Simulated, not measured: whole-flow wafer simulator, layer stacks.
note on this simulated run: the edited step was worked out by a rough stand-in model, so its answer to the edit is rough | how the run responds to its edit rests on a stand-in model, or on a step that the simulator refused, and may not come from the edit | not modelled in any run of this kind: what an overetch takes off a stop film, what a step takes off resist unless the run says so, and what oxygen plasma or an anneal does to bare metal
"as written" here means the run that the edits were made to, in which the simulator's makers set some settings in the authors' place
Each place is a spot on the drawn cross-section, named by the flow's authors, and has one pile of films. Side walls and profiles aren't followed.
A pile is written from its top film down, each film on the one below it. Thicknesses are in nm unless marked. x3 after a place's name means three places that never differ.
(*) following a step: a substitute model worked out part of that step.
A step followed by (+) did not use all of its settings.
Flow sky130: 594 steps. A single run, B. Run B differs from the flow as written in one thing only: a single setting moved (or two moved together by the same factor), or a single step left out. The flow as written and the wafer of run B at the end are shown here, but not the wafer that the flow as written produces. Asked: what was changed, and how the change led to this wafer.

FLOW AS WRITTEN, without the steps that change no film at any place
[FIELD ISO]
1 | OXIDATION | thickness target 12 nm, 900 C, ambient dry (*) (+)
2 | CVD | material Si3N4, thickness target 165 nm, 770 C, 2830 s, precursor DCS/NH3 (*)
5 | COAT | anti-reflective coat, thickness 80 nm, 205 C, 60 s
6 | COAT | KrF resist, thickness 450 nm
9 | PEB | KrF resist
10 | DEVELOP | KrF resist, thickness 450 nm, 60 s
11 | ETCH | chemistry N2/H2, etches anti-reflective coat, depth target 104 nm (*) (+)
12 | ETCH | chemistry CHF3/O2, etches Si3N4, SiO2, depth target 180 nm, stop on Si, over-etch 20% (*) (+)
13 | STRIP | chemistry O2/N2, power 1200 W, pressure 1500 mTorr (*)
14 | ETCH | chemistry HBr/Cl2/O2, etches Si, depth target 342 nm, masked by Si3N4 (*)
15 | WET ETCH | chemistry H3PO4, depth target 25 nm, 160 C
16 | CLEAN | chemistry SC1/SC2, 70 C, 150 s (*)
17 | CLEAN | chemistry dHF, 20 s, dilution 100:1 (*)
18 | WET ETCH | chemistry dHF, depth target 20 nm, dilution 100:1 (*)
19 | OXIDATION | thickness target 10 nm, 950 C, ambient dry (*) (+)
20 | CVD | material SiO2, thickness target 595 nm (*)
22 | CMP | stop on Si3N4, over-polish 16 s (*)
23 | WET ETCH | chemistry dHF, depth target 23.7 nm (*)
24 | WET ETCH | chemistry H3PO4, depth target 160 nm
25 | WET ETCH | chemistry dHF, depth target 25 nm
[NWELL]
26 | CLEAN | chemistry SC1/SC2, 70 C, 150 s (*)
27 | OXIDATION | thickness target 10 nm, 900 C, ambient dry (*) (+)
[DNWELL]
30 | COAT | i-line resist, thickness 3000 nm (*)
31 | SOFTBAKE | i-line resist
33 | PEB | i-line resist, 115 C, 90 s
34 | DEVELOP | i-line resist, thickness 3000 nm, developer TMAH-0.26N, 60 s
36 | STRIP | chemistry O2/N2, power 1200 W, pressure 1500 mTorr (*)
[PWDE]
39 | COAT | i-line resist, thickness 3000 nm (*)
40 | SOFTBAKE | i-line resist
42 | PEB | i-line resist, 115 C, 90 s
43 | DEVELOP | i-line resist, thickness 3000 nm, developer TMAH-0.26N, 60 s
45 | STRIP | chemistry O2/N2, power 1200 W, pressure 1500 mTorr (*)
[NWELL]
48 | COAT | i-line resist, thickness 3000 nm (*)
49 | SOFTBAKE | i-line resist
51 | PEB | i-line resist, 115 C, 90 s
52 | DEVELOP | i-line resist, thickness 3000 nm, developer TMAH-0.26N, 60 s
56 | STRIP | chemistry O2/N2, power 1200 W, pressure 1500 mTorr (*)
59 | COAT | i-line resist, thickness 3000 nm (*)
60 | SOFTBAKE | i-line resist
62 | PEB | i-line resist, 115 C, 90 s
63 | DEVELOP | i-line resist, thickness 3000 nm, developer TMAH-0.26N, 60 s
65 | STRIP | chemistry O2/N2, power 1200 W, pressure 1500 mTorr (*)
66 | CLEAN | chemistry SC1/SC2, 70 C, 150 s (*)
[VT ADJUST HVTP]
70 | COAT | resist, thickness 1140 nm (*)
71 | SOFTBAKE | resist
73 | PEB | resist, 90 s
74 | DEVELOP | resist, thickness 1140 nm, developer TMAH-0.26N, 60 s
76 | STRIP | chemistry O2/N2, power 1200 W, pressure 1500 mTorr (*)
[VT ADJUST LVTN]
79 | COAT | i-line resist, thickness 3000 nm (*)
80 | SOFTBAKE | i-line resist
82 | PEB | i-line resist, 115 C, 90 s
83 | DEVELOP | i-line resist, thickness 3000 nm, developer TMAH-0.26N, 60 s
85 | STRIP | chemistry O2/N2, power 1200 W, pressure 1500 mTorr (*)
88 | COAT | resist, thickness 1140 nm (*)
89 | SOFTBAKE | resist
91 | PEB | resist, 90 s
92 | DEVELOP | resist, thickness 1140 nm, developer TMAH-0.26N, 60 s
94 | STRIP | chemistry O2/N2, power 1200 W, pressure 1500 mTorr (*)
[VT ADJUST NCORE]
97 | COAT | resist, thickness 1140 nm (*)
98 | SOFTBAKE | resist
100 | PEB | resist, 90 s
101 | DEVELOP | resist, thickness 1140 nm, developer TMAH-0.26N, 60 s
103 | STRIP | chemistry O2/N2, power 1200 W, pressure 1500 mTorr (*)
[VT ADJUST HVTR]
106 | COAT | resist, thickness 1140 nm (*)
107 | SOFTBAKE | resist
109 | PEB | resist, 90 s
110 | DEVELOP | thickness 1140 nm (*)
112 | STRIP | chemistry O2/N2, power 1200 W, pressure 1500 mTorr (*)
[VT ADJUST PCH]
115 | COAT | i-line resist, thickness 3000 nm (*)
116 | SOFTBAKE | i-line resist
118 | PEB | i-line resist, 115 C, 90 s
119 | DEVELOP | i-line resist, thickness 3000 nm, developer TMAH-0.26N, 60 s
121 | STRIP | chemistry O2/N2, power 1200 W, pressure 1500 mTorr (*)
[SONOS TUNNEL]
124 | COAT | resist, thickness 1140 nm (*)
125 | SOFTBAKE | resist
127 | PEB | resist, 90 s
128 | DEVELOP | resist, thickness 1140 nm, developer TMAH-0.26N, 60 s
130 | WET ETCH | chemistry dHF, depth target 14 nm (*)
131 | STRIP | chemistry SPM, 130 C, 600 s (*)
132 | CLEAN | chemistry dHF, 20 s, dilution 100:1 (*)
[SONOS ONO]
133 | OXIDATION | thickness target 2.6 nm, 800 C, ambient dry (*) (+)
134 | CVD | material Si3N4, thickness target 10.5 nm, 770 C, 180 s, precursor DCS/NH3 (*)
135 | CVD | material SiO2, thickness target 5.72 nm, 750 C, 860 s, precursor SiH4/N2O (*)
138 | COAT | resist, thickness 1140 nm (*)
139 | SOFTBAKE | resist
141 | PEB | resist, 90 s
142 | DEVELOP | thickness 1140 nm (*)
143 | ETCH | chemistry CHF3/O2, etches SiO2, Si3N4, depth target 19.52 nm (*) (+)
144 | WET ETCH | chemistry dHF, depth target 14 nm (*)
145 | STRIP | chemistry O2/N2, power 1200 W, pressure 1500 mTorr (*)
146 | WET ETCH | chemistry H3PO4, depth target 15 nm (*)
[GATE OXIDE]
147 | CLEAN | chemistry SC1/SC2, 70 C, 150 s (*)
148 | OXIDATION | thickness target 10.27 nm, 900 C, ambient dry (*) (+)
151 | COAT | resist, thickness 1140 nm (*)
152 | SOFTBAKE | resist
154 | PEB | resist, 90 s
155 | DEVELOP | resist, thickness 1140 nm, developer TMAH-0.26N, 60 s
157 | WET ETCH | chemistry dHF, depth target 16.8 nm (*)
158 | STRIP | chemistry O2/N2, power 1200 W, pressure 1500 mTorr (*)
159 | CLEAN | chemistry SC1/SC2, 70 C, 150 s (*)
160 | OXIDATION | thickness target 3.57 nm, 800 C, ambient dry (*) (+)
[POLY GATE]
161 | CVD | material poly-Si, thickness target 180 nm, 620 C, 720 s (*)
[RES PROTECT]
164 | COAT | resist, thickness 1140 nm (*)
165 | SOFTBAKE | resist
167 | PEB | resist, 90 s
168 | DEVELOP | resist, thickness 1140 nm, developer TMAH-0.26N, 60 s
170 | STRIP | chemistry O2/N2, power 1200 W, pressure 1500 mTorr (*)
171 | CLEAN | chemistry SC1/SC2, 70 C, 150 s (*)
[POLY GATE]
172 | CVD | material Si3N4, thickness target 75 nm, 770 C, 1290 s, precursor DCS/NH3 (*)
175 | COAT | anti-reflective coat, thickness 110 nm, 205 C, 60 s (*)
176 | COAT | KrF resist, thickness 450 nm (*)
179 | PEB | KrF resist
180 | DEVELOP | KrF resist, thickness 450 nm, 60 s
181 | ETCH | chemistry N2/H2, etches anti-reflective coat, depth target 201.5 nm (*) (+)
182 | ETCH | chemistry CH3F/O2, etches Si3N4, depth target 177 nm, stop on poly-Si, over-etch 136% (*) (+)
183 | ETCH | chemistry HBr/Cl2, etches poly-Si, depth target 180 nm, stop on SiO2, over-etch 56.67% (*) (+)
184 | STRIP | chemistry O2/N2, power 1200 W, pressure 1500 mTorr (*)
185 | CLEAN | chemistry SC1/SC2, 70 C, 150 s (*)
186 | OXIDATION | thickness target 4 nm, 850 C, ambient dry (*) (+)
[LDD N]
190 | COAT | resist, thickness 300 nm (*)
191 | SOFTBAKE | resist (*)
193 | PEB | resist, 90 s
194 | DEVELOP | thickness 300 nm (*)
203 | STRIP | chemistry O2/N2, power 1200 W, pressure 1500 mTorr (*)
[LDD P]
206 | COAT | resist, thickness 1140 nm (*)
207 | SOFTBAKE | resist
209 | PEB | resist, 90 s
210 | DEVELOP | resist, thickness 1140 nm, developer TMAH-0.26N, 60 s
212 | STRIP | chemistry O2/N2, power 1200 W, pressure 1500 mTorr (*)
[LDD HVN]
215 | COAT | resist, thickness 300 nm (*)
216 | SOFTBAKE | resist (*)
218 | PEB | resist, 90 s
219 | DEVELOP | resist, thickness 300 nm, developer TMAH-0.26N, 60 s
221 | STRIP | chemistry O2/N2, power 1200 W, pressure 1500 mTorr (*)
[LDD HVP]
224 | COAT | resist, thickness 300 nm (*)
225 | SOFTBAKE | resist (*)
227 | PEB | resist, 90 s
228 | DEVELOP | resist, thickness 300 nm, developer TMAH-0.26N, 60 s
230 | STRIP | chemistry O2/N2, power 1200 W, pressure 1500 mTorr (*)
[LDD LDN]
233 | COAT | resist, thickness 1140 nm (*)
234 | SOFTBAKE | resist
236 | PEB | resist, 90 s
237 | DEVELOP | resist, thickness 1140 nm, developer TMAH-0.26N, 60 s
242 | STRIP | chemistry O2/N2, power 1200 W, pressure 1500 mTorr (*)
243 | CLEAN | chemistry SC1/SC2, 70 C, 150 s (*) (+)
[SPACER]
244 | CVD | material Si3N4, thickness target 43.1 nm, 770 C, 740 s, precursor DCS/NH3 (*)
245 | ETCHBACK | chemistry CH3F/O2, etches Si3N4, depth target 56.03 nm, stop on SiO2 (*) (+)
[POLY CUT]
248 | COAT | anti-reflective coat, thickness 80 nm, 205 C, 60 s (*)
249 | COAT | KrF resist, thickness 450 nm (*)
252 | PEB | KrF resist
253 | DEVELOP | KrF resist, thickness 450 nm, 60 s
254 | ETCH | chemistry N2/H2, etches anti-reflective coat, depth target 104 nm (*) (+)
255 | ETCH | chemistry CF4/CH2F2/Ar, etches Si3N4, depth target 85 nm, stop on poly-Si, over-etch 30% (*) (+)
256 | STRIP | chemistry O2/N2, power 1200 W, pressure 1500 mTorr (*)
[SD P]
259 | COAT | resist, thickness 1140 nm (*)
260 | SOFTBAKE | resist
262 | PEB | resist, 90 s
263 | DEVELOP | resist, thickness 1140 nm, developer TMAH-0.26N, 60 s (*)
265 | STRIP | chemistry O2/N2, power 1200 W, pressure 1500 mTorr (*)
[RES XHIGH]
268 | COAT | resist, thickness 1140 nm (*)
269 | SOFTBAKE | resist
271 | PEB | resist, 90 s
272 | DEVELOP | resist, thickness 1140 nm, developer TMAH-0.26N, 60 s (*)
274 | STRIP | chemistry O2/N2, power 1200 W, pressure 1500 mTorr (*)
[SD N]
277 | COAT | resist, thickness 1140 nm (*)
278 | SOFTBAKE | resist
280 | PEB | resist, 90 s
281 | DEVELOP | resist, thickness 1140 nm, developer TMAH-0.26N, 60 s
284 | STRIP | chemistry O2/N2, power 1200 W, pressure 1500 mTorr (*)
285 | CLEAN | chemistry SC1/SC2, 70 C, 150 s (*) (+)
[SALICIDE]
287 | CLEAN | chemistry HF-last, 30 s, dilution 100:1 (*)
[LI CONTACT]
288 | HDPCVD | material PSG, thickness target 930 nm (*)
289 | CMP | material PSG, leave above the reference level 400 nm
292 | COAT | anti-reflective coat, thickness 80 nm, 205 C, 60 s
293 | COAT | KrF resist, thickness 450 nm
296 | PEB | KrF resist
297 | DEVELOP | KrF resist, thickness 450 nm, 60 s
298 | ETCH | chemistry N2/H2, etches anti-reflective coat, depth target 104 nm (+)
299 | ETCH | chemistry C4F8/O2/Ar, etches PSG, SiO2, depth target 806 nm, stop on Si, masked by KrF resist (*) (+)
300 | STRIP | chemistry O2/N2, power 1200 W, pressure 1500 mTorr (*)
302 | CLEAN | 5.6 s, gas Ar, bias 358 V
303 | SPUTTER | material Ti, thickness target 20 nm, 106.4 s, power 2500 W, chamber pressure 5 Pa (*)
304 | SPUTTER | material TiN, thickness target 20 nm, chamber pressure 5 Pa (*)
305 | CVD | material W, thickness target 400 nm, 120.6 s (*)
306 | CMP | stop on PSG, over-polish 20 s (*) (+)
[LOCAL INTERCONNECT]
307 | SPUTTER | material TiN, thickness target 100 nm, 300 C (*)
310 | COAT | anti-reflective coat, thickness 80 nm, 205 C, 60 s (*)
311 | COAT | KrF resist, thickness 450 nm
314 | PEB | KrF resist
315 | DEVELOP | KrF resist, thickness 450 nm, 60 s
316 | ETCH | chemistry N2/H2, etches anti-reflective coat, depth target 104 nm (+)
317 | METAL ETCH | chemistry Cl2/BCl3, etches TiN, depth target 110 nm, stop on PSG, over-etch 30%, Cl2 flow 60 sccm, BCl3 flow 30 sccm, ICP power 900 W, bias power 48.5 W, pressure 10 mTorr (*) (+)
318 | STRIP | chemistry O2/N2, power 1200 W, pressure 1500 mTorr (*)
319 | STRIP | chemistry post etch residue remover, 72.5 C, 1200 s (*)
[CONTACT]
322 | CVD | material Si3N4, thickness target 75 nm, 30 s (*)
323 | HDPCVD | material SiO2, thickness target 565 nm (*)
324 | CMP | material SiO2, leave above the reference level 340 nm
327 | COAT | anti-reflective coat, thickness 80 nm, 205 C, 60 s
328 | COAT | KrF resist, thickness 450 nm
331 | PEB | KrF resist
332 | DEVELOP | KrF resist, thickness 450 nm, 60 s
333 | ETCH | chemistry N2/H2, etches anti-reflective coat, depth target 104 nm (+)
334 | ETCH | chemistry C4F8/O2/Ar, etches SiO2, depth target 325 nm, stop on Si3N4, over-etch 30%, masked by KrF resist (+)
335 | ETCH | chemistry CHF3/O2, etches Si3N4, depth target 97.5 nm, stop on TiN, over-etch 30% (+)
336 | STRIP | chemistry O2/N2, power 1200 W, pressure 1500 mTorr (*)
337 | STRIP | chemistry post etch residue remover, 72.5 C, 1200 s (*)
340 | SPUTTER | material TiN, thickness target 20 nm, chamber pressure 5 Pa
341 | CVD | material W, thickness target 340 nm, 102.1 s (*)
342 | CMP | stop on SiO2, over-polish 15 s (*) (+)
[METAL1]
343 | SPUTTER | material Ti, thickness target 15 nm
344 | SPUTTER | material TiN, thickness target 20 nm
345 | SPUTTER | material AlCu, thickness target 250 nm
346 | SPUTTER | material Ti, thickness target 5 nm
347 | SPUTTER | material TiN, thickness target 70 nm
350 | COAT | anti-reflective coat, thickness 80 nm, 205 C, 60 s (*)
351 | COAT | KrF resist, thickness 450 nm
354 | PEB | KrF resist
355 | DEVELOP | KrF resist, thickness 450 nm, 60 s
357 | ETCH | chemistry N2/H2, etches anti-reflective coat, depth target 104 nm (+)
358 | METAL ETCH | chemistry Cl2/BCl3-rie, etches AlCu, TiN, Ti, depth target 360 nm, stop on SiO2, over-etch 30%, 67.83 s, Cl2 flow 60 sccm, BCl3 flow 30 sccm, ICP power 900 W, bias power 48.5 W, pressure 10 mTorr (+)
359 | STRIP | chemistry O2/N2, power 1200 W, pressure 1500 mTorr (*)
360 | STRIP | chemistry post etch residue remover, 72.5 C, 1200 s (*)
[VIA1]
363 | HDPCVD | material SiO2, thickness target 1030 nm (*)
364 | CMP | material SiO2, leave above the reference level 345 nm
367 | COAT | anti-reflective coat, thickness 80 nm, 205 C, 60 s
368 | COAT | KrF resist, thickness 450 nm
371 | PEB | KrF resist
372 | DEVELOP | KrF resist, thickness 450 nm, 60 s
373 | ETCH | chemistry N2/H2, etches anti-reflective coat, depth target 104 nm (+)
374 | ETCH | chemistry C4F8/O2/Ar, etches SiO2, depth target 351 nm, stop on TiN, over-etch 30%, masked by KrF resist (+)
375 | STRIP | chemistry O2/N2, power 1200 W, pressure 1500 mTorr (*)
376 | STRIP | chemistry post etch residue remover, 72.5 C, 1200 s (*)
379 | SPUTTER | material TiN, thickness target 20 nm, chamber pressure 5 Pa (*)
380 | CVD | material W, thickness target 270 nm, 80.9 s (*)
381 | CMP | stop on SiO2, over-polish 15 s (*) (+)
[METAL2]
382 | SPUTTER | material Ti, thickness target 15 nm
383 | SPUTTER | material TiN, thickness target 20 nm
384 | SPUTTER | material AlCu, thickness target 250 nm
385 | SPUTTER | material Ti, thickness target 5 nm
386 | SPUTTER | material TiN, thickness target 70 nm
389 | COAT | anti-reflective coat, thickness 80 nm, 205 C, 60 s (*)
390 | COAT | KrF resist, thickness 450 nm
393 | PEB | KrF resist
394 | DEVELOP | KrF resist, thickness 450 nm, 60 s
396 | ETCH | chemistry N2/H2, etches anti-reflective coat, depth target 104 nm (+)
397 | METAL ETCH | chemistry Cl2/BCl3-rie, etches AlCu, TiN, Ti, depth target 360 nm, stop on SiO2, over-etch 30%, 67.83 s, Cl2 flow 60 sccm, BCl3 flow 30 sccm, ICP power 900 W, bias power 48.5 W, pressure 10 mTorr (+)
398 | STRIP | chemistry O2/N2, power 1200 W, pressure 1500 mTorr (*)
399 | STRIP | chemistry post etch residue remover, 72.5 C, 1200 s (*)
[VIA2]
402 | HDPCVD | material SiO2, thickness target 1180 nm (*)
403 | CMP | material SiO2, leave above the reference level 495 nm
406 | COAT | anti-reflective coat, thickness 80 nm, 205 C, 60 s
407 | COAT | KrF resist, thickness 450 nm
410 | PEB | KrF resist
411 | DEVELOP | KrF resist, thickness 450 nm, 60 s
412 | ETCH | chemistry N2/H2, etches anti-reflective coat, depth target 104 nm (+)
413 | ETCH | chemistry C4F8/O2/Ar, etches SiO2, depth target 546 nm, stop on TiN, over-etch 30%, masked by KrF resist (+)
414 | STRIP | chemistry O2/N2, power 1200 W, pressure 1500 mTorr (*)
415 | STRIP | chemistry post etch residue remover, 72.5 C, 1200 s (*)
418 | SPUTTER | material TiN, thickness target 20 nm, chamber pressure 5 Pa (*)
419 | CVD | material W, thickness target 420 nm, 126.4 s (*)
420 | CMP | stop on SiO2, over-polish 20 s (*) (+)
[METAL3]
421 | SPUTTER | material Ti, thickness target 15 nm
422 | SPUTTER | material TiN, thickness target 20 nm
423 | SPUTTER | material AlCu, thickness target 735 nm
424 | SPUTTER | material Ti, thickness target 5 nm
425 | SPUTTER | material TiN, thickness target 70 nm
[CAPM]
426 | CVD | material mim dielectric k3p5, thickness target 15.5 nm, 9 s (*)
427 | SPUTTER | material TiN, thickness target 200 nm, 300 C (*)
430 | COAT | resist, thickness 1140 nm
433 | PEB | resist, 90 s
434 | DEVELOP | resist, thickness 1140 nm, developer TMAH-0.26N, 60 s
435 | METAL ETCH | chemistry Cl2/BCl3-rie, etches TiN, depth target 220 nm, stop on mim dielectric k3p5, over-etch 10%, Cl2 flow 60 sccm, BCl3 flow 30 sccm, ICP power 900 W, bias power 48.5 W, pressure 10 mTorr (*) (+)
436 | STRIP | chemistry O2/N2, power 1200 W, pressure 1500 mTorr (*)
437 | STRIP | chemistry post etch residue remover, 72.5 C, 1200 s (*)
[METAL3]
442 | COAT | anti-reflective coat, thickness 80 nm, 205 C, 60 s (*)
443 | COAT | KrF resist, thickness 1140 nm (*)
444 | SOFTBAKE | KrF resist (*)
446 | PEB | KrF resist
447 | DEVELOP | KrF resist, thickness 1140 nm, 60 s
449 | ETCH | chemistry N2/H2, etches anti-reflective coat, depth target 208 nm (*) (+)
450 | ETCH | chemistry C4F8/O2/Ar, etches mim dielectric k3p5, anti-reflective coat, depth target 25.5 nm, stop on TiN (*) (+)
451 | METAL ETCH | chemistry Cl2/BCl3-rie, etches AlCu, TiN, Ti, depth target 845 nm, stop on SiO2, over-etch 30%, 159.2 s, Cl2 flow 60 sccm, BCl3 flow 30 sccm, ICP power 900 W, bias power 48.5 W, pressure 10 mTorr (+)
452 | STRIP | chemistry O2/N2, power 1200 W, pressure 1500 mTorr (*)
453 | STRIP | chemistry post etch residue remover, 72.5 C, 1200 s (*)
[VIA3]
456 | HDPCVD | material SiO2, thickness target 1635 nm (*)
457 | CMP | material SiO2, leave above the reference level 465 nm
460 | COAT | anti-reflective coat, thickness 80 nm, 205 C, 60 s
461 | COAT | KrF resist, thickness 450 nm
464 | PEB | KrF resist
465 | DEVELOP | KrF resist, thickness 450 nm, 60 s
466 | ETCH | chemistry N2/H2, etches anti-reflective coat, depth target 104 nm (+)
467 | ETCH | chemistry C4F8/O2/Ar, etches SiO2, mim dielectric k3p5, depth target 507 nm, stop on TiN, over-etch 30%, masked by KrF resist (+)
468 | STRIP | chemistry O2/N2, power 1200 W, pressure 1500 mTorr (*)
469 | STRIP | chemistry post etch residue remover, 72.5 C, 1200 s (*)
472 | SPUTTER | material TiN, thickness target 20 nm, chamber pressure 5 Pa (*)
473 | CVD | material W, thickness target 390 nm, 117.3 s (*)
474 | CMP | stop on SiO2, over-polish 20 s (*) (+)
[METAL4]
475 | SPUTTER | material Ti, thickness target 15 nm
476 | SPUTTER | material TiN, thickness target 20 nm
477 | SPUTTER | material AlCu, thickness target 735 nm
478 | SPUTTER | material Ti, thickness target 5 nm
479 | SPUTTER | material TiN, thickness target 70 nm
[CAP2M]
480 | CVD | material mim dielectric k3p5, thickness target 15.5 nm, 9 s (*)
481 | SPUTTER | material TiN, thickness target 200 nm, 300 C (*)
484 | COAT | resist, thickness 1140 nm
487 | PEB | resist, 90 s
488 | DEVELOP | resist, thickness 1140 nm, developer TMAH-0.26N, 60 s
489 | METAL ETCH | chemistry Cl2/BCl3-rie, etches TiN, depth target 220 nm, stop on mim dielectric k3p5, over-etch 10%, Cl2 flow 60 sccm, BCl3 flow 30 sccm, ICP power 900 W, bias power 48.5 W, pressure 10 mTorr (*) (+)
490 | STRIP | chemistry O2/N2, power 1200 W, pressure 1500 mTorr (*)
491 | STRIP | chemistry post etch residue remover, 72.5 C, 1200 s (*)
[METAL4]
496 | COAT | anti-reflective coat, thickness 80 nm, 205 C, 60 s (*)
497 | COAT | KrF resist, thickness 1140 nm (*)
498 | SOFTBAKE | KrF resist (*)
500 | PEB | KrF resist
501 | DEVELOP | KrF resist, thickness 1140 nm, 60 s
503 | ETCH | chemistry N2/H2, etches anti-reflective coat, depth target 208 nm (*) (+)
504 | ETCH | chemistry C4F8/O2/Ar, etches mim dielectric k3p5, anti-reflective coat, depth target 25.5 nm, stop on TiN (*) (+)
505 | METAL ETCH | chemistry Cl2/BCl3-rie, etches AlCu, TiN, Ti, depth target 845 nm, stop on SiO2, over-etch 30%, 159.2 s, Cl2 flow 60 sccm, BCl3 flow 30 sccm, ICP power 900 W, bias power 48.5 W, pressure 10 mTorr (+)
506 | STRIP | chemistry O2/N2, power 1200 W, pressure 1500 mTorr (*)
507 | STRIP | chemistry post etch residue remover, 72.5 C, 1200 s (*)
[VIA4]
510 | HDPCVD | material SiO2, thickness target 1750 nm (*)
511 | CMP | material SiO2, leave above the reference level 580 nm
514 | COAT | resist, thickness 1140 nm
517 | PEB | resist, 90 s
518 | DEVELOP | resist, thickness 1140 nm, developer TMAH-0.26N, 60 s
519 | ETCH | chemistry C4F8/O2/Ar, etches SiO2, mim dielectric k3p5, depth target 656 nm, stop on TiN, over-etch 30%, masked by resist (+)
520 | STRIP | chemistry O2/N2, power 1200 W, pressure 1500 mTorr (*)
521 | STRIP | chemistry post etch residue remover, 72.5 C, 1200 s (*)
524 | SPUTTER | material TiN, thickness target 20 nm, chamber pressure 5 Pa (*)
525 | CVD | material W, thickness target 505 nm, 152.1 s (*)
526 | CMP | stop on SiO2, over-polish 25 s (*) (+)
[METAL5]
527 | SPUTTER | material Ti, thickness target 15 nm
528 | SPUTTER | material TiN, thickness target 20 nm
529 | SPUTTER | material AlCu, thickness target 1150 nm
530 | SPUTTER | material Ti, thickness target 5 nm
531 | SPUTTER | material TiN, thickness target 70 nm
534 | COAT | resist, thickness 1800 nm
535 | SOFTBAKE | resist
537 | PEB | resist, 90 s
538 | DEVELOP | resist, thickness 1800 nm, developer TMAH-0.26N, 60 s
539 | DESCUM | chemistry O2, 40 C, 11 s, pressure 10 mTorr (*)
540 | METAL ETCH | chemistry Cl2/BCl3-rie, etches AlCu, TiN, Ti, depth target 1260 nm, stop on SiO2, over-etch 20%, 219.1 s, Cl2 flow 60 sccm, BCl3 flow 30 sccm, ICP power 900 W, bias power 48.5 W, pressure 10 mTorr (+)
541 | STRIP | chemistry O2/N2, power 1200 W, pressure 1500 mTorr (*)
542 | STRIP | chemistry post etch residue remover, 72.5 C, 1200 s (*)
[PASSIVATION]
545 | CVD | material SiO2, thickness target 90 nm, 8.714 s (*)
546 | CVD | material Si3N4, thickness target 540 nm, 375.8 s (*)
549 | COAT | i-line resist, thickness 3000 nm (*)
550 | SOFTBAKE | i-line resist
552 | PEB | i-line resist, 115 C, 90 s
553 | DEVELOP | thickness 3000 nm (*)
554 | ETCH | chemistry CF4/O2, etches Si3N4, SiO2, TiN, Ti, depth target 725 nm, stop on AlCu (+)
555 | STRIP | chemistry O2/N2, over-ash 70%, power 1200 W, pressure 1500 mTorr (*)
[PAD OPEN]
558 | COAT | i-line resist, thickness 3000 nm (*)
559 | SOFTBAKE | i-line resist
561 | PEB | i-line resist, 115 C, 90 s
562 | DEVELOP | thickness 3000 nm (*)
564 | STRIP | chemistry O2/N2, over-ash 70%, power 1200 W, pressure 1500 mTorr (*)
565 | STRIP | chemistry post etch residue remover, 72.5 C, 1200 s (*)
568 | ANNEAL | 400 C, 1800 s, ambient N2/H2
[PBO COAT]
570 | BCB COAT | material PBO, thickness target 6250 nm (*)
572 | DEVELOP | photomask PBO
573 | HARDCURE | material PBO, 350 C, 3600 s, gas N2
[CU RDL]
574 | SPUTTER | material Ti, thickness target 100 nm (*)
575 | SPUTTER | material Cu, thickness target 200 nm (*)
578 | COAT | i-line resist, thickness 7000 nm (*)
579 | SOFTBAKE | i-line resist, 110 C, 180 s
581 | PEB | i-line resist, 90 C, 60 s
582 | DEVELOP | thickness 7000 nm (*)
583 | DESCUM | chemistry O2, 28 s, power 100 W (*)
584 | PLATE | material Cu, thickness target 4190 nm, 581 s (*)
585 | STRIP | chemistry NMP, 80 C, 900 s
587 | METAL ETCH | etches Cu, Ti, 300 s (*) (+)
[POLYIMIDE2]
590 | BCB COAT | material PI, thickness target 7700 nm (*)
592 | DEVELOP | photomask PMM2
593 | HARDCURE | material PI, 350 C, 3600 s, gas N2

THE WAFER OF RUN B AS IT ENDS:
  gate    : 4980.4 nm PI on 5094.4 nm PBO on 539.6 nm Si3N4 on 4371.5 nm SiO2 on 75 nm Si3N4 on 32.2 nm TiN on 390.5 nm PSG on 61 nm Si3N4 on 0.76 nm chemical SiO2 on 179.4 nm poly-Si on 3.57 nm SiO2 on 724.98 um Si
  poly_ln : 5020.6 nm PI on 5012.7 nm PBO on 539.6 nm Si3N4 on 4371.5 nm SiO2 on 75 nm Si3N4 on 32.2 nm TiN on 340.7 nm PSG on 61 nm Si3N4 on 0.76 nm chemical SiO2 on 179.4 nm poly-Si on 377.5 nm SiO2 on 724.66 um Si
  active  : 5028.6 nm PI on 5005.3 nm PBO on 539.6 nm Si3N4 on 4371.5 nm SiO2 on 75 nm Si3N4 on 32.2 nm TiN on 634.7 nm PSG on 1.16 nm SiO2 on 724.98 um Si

The reason: step 317, METAL ETCH: depth target 66 nm was run, though the flow has depth target 110 nm.

Step by step, how the change led to this:
  317 | METAL ETCH | chemistry Cl2/BCl3, etches TiN, depth target 110 nm, stop on PSG, over-etch 30%, Cl2 flow 60 sccm, BCl3 flow 30 sccm, ICP power 900 W, bias power 48.5 W, pressure 10 mTorr (*) (+)
      field, active, gate and 88 more: TiN loses 66 (in the flow as written it would be: TiN loses 98.7 (all of it))
      n_well, p_well, gate_hv and 97 more: KrF resist loses 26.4 (in the flow as written it would be: KrF resist loses 44)
  318 | STRIP | chemistry O2/N2, power 1200 W, pressure 1500 mTorr (*)
      n_well, p_well, gate_hv and 93 more: KrF resist loses 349 (all of it), anti-reflective coat loses 80 (all of it) (in the flow as written it would be: KrF resist loses 331.4 (all of it), anti-reflective coat loses 80 (all of it))
      poly_licon, rpo_hd_licon: KrF resist loses 349.1 (all of it), anti-reflective coat loses 80.4 (all of it) (in the flow as written it would be: KrF resist loses 331.5 (all of it), anti-reflective coat loses 80.4 (all of it))
      (as well as at 2 more places)
  324 | CMP | material SiO2, leave above the reference level 340 nm
      field, active, gate and 88 more: SiO2 loses 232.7 (in the flow as written it would be: SiO2 loses 200.4)
With metal films that touch counted as one body, gate has 1 body; the flow as written gives 0 bodies.
With metal films that touch counted as one body, poly_ln has 1 body; the flow as written gives 0 bodies.
With metal films that touch counted as one body, active has 1 body; the flow as written gives 0 bodies.
